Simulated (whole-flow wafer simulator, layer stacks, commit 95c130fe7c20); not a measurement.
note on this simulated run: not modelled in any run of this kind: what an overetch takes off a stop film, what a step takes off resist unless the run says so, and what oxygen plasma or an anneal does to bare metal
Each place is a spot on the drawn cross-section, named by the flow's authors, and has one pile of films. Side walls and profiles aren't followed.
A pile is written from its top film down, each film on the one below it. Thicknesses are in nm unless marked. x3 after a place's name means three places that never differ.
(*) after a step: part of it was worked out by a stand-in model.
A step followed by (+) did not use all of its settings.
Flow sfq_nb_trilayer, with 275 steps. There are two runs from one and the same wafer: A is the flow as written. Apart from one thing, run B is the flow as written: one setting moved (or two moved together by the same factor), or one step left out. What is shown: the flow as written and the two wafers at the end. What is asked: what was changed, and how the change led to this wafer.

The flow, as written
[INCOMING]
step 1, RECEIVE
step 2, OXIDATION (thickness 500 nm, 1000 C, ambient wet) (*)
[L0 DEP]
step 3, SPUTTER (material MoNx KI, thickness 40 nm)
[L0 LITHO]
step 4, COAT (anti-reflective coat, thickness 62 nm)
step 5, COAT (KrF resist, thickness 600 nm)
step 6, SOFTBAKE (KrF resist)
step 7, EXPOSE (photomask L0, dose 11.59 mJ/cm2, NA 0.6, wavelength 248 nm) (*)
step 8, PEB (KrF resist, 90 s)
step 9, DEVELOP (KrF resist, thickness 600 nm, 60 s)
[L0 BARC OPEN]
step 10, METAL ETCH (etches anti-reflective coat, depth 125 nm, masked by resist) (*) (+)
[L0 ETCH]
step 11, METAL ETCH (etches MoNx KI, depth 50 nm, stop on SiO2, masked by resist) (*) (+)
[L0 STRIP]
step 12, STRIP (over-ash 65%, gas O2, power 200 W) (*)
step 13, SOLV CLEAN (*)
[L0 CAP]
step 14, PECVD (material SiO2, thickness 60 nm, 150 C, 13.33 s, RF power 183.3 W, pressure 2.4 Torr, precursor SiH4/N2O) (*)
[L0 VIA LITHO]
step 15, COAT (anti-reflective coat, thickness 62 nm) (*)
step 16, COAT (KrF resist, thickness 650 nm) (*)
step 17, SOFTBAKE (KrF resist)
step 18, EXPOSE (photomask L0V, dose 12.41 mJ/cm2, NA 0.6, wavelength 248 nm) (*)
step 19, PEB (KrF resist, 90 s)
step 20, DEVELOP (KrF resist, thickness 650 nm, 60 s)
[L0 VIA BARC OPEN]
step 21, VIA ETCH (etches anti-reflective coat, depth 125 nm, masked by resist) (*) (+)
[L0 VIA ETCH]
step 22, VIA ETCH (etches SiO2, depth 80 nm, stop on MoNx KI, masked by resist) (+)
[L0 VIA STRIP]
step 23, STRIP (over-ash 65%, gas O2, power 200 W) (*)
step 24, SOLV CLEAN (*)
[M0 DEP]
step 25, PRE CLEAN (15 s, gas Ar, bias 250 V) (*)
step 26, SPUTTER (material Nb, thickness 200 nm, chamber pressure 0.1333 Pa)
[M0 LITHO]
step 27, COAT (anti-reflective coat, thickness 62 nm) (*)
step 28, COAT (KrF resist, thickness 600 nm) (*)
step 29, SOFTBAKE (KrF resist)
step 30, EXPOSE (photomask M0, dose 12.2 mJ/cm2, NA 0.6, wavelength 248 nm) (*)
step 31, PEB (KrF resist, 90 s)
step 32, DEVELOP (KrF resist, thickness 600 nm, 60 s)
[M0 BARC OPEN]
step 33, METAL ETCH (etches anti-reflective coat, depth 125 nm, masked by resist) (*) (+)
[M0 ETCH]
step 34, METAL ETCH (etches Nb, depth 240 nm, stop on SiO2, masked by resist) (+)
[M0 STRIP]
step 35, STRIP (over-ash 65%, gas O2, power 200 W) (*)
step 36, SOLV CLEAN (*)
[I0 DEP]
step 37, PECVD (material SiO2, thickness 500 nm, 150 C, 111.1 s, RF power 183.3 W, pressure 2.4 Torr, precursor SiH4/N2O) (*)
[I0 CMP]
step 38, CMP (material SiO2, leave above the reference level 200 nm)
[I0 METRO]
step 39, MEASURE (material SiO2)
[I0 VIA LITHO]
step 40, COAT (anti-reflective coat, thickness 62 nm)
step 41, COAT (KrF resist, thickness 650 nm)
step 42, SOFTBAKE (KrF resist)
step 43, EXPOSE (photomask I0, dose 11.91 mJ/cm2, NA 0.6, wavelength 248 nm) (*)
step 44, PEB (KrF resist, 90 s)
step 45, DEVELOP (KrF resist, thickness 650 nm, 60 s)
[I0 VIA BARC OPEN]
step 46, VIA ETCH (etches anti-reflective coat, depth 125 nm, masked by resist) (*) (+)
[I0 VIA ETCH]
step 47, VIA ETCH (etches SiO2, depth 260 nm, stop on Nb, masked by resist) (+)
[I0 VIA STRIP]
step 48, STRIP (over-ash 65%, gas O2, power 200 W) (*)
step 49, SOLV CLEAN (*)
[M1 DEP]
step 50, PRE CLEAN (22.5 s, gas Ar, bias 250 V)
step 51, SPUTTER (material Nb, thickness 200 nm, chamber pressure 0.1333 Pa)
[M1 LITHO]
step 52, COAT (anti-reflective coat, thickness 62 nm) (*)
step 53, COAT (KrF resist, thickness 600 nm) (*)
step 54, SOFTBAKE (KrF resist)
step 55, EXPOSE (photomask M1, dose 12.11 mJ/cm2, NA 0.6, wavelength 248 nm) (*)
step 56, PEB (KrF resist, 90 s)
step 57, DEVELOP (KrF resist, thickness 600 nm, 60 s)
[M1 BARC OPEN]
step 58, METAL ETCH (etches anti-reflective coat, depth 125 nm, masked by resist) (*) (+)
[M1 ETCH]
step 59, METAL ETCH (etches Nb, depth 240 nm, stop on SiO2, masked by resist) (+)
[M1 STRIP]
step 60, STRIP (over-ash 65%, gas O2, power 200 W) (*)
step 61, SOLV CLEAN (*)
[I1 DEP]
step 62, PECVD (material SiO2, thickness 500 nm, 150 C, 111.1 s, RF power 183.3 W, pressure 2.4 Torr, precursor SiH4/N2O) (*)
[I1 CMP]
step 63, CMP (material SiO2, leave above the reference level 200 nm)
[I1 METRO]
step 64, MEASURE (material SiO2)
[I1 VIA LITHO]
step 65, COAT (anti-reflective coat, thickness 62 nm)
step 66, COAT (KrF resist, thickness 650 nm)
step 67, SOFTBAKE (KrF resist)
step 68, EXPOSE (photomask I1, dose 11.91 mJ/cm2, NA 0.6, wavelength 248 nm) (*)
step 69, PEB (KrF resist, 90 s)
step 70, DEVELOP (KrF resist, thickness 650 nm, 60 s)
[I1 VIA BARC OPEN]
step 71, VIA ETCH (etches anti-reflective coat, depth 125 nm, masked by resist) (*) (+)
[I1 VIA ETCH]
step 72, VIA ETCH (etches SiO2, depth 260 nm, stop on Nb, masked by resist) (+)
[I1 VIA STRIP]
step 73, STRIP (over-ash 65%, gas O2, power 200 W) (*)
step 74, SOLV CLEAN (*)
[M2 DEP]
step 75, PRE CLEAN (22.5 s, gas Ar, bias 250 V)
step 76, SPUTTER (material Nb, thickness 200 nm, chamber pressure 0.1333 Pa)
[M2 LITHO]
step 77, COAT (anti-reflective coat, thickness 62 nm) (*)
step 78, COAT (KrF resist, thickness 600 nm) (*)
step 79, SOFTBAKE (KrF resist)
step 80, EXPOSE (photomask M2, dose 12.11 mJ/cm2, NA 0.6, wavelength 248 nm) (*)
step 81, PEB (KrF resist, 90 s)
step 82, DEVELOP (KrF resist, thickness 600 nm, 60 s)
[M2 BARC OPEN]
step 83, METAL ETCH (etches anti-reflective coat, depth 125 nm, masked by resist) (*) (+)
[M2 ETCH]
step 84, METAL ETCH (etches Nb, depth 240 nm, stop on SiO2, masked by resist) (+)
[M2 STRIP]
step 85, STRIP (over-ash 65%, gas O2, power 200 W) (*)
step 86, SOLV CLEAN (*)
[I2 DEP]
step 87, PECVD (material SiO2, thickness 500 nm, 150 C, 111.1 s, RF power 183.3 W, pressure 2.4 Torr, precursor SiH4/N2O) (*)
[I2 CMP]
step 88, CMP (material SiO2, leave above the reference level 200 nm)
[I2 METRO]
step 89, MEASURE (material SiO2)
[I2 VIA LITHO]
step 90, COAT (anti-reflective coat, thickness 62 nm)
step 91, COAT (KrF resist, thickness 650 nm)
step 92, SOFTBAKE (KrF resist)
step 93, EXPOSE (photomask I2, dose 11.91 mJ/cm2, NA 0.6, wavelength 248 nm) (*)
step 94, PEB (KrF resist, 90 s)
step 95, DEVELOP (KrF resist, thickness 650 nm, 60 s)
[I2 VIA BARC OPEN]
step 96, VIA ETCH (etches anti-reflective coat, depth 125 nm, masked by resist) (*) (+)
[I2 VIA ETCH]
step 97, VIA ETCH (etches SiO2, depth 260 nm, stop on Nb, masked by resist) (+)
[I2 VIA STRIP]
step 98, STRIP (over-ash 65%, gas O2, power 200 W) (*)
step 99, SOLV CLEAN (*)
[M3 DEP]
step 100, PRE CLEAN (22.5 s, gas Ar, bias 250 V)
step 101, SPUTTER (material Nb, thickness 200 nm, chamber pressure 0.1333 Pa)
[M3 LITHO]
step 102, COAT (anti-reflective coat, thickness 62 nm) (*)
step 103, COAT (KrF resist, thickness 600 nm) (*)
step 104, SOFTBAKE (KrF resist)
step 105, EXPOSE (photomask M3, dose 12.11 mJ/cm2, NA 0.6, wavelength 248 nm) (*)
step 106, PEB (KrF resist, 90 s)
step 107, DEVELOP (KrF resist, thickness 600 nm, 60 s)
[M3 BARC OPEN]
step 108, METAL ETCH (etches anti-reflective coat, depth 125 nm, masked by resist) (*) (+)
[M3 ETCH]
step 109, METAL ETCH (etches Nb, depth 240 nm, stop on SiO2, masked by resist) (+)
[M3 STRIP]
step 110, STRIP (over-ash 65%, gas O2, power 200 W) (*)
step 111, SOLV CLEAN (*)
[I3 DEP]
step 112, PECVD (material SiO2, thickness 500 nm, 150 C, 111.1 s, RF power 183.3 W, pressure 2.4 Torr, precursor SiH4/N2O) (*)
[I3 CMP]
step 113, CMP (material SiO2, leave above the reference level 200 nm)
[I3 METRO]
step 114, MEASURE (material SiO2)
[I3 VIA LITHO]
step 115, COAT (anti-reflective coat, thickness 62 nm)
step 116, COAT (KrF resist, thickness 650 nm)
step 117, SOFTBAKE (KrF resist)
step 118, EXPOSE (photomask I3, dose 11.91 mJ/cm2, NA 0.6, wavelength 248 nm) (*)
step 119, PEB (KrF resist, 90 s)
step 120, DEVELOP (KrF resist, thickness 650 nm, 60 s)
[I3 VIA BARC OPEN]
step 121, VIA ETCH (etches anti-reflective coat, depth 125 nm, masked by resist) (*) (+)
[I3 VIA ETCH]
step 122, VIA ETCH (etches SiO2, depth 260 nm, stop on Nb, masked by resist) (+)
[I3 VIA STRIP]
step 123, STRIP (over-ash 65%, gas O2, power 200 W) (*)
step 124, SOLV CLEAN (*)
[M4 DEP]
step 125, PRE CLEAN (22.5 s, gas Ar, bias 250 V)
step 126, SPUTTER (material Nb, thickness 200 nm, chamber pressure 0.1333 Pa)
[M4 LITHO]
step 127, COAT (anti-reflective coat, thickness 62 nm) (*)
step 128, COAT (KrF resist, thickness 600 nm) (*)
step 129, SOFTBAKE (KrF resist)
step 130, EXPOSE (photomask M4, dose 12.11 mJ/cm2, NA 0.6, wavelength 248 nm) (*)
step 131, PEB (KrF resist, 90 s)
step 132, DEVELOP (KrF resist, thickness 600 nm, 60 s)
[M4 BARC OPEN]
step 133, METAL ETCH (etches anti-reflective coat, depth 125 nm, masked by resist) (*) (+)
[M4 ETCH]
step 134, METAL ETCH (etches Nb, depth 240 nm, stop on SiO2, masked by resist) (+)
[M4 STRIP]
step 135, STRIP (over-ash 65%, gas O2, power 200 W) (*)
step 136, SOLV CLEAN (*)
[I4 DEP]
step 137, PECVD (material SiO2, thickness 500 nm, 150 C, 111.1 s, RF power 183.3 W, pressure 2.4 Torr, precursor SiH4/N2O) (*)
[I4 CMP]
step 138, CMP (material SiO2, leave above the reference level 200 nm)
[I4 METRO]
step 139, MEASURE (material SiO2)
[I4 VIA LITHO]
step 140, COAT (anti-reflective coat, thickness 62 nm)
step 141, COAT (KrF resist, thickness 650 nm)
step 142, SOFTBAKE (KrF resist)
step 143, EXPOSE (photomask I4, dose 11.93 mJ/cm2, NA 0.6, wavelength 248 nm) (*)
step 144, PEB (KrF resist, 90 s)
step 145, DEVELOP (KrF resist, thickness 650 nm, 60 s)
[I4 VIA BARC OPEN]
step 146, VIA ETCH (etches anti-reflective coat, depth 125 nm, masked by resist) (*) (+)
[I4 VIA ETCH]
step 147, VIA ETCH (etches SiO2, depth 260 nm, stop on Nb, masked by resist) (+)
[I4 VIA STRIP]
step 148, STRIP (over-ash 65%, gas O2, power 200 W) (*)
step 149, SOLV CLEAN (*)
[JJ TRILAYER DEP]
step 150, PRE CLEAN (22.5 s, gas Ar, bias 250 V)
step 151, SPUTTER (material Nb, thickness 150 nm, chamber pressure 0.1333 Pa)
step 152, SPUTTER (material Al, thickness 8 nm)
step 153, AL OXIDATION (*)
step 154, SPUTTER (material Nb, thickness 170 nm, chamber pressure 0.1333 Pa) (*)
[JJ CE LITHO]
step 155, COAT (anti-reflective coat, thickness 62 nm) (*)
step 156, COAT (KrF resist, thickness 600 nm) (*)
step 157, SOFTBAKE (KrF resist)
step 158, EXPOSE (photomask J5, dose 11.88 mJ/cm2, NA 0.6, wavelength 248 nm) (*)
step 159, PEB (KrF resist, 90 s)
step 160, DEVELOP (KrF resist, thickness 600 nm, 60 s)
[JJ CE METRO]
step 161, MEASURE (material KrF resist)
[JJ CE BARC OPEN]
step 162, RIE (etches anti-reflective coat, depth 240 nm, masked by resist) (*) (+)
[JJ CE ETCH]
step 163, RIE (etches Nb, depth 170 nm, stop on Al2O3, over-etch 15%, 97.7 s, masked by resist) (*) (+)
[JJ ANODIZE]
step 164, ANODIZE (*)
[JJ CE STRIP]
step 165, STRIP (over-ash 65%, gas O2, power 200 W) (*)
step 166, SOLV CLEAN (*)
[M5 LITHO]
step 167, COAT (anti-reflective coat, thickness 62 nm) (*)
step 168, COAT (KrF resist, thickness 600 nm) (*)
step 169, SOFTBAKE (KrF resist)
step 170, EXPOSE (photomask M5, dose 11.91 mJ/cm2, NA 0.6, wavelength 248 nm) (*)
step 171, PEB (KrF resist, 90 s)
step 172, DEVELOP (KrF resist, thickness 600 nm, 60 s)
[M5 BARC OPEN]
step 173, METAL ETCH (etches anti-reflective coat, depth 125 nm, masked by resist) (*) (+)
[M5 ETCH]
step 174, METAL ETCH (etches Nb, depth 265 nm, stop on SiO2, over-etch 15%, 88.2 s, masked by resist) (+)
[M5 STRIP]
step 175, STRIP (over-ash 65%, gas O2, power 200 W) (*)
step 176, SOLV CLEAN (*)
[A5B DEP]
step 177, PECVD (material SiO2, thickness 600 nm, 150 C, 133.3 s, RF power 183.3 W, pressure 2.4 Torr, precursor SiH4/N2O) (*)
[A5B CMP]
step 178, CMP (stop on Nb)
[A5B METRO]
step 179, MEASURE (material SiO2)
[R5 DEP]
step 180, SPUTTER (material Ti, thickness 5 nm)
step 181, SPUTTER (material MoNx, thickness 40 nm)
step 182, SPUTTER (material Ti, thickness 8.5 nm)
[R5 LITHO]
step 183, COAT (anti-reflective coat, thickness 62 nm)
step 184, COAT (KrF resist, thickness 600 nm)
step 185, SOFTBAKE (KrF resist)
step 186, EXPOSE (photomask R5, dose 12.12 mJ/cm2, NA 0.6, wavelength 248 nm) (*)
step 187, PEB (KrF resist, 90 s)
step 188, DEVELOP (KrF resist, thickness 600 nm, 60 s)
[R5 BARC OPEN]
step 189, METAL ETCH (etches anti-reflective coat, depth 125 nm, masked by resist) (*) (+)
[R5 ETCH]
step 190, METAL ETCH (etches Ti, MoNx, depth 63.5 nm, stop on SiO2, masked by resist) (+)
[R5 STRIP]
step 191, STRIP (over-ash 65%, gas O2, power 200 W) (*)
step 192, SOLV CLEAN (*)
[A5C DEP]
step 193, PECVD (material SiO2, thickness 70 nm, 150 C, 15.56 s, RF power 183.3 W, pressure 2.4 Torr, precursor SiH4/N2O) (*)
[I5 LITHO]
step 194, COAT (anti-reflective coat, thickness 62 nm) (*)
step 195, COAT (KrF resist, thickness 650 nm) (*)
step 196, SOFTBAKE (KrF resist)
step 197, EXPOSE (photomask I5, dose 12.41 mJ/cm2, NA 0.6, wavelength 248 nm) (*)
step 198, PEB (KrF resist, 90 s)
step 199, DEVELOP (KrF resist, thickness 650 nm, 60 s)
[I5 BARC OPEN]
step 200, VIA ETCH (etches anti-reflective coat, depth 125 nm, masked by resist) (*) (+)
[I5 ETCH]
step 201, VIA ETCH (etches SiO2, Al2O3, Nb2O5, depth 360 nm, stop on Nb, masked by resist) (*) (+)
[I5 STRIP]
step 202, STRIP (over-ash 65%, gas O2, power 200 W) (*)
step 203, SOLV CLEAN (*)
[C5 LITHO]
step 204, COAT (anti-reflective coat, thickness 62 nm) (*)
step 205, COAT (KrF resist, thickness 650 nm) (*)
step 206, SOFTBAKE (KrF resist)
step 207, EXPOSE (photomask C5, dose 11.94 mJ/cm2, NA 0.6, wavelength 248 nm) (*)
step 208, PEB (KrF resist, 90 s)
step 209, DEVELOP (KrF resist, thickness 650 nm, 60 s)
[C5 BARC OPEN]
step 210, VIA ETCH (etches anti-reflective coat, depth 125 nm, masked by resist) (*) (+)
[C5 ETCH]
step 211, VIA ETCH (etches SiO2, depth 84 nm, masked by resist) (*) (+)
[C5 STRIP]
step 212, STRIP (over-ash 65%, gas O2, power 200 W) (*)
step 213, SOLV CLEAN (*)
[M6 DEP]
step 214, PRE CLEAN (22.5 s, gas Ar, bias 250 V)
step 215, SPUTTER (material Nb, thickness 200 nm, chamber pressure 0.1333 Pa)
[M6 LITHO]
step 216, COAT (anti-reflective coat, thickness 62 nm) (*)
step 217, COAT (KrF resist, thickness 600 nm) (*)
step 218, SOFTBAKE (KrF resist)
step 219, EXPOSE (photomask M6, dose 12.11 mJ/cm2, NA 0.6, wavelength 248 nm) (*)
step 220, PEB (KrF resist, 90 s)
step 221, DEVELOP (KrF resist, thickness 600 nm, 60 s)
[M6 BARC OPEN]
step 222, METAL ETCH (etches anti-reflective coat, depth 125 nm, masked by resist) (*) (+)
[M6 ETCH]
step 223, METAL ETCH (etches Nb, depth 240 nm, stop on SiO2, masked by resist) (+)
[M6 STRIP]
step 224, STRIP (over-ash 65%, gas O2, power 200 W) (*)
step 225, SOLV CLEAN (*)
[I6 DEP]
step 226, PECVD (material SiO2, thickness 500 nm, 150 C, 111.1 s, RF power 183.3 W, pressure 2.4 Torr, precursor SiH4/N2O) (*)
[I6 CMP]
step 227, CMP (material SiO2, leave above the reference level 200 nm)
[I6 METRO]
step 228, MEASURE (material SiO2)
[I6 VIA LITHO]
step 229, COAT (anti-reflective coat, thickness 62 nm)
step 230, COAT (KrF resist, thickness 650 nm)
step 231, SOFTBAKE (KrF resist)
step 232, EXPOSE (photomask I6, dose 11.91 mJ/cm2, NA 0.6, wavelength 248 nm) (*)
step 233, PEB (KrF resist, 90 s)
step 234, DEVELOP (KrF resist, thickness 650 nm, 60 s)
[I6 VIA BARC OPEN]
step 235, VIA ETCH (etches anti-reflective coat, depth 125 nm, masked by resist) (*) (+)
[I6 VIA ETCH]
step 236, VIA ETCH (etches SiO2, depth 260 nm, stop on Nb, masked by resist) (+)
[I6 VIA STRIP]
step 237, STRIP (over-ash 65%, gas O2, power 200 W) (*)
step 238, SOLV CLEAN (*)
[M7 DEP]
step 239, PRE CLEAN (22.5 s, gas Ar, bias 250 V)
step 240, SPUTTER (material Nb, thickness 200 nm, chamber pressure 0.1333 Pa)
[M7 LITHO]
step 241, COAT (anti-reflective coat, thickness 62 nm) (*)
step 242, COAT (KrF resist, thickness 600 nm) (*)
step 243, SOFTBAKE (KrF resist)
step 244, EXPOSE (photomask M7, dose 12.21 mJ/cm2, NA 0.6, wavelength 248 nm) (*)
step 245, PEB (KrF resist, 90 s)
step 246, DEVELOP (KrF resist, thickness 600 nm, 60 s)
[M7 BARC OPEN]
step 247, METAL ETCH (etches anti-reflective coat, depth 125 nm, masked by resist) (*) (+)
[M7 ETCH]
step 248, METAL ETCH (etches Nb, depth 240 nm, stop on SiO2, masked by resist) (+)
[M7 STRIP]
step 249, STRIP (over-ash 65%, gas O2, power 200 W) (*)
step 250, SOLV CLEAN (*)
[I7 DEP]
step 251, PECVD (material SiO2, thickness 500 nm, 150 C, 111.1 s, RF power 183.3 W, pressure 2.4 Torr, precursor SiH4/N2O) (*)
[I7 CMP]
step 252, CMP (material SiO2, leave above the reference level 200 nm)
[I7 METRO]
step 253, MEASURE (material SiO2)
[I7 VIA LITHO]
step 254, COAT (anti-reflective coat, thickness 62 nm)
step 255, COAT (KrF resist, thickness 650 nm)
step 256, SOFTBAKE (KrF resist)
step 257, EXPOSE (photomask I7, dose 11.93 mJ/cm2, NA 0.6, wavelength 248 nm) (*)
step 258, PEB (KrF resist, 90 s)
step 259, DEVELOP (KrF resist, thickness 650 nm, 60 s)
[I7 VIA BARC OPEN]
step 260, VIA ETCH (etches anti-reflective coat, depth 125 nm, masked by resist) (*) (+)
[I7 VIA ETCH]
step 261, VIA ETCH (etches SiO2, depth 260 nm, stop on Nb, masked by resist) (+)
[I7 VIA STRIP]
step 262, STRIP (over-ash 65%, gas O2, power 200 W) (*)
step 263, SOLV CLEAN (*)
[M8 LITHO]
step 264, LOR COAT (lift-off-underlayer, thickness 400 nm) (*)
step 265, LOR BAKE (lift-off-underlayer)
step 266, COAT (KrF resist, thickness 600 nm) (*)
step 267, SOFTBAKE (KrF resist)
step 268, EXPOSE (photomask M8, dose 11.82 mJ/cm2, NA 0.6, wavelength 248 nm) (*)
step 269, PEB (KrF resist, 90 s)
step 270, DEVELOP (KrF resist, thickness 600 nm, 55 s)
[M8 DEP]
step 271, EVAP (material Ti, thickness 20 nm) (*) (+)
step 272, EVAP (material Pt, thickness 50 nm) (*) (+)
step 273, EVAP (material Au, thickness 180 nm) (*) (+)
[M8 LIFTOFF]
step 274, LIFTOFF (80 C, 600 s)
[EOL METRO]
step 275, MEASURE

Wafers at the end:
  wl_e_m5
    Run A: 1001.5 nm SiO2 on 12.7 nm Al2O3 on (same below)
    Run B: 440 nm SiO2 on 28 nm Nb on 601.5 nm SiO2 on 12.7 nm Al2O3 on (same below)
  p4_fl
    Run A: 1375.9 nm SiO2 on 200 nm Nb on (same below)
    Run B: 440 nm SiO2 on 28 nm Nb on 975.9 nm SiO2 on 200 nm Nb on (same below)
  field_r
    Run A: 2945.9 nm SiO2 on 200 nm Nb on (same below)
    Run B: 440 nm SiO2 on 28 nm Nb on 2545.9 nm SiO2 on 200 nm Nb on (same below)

What caused this: step 240, SPUTTER: thickness 268 nm was run, though the flow has thickness 200 nm.

How this came from the change, step by step:
  step 240, SPUTTER (material Nb, thickness 200 nm, chamber pressure 0.1333 Pa)
      field_l, v_sur, via_wl and 102 more: A Nb gains 200 (new film) | B Nb gains 268 (new film)
      via_v: A Nb gains 161.1 | B Nb gains 216.3
  step 248, METAL ETCH (etches Nb, depth 240 nm, stop on SiO2, masked by resist) (+)
      field_l, field_r, lsp_l and 62 more: A Nb loses 200 (all of it) | B Nb loses 240
  step 251, PECVD (material SiO2, thickness 500 nm, 150 C, 111.1 s, RF power 183.3 W, pressure 2.4 Torr, precursor SiH4/N2O) (*)
      field_l, p4_fl, p4_fm and 56 more: A SiO2 gains 500 | B SiO2 gains 500 (new film)
      field_r, lsp_l: A SiO2 gains 477.7 | B SiO2 gains 473.2 (new film)
      (also at 5 further places)
  step 252, CMP (material SiO2, leave above the reference level 200 nm)
      field_l, p4_fl, p4_fm and 56 more: A SiO2 loses 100 | B SiO2 loses 60
      field_r, lsp_l: A SiO2 loses 77.7 | B SiO2 loses 33.2
      (also at 3 further places)
With metal films that touch counted as one body, wl_e_m5 has 7 bodies (between them, from the top down: SiO2 601.5 / Al2O3 12.7 / Nb2O5 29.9; SiO2 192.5; SiO2 192.5; SiO2 192.5; SiO2 192.5; SiO2 192.5); the flow as written gives 6 bodies (between them, from the top down: SiO2 192.5; SiO2 192.5; SiO2 192.5; SiO2 192.5; SiO2 192.5).
With metal films that touch counted as one body, p4_fl has 3 bodies (between them, from the top down: SiO2 975.9; SiO2 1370); the flow as written gives 2 bodies (between them, from the top down: SiO2 1370).
With metal films that touch counted as one body, field_r has 2 bodies (between them, from the top down: SiO2 2545.9); the flow as written gives 1 body.
